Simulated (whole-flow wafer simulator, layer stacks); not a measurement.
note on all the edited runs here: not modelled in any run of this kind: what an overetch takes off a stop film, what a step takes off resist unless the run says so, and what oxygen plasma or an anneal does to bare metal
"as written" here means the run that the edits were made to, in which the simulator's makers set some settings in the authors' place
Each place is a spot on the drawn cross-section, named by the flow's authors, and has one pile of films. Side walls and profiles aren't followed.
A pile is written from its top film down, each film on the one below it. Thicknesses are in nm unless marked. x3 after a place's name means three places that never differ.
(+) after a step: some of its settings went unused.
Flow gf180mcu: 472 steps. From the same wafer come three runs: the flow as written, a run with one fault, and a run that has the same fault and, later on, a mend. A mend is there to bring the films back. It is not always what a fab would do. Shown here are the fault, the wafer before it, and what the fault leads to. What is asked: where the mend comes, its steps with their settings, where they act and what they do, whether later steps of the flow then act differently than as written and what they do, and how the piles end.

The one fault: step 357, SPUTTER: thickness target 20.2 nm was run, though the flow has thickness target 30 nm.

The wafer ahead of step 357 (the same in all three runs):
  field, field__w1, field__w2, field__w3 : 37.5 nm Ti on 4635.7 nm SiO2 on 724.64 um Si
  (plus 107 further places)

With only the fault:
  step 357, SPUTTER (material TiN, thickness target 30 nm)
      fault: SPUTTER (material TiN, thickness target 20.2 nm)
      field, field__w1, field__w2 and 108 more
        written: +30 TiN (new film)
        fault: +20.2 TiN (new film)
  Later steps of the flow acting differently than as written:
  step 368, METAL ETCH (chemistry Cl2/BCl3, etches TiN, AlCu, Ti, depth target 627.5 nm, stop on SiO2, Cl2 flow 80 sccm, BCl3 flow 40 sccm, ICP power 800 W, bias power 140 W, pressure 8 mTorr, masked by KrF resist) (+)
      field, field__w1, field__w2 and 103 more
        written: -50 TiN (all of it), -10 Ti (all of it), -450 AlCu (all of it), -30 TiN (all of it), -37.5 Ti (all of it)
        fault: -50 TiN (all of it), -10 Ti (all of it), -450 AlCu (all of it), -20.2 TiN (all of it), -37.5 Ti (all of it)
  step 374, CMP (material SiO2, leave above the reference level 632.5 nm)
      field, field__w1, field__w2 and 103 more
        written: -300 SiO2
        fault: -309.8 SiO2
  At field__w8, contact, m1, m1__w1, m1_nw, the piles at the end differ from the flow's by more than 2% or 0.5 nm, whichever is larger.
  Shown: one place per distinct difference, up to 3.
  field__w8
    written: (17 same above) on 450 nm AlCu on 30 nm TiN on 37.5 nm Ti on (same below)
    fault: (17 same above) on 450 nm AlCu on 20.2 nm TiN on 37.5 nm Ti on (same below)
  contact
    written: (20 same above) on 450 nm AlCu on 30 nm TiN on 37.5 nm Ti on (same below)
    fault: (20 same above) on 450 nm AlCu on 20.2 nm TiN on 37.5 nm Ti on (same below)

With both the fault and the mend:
  The mend follows step 357.
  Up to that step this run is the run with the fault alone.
  step 357a, SPUTTER (material TiN, thickness target 9.8 nm) (the flow's step 357, run once more with other settings)
      field, field__w1, field__w2 and 108 more
        +9.8 TiN
  Later steps of the flow that are run all act as written at every place that is followed.
  The piles end the same as the flow's at every place that both follow.
